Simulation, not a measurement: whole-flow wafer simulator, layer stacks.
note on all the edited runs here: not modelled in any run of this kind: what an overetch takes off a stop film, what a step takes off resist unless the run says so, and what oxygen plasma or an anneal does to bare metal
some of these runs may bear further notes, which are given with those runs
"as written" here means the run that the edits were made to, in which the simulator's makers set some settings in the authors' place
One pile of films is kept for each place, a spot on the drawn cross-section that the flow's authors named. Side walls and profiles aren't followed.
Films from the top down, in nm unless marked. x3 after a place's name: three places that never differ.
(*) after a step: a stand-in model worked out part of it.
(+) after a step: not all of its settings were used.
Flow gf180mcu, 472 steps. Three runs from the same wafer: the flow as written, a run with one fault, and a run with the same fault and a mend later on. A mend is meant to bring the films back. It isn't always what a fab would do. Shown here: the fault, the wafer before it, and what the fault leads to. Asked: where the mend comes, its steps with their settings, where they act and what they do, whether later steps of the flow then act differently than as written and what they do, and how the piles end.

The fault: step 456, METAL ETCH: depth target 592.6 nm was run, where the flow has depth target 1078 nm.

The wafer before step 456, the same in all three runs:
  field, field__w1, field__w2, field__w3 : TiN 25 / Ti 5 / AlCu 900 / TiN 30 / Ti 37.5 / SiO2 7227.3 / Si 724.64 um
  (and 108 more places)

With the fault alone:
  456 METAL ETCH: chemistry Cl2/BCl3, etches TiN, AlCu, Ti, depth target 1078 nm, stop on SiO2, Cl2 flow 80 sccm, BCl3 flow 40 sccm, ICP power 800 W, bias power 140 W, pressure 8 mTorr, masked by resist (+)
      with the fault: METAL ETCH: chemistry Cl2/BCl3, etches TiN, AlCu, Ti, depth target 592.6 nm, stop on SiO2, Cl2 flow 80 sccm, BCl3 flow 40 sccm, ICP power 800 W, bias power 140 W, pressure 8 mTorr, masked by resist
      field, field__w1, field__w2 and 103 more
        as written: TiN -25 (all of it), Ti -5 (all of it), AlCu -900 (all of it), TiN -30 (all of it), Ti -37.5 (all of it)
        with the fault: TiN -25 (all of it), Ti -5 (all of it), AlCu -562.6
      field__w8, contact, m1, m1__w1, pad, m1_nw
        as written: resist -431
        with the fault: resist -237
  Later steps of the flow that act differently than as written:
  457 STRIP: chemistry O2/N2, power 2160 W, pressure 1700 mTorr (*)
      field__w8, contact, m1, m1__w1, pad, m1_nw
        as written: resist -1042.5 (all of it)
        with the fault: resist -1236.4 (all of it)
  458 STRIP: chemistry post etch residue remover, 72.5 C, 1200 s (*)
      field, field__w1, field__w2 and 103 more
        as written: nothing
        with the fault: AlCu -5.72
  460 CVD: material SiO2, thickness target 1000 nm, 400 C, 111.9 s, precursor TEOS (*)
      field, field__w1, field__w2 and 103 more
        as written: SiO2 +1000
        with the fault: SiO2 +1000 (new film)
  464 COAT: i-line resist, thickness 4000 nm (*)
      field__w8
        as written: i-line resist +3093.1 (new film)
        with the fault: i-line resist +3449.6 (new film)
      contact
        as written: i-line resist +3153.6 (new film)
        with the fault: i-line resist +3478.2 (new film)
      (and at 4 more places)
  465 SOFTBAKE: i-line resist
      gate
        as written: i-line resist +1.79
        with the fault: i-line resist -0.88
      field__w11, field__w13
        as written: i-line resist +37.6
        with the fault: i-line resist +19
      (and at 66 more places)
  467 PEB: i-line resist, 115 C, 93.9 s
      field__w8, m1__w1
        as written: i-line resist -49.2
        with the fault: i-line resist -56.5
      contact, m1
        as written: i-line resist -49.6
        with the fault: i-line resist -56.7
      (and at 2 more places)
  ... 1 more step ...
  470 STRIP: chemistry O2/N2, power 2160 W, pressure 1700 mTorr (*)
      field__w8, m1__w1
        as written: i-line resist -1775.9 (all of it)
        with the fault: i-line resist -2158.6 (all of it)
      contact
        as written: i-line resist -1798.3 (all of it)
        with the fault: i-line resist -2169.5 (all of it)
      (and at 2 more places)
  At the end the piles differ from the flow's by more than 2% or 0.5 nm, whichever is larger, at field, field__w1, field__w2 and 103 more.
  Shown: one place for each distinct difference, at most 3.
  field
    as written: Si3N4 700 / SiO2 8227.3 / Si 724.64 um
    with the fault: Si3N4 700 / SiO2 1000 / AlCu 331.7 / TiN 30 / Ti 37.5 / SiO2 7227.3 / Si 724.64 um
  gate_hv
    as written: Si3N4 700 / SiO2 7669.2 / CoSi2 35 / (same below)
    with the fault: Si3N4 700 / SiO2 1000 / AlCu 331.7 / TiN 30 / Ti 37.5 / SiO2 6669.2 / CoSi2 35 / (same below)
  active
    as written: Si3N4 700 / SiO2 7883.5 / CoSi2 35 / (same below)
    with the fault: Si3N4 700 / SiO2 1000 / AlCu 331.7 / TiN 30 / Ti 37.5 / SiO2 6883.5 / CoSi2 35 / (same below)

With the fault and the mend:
  The mend comes after step 456.
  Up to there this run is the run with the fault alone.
  456a METAL ETCH: chemistry Cl2/BCl3, etches TiN, AlCu, Ti, depth target 484.9 nm, stop on SiO2, Cl2 flow 80 sccm, BCl3 flow 40 sccm, ICP power 800 W, bias power 140 W, pressure 8 mTorr, masked by resist (+) (the flow's step 456 once more, with other settings)
      field, field__w1, field__w2 and 103 more
        AlCu -337.4 (all of it), TiN -30 (all of it), Ti -37.5 (all of it)
      field__w8, contact, m1, m1__w1, pad, m1_nw
        resist -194
  No later step of the flow acts differently than as written at any place that is followed.
  At the end the piles are the same as the flow's at every place that both follow.
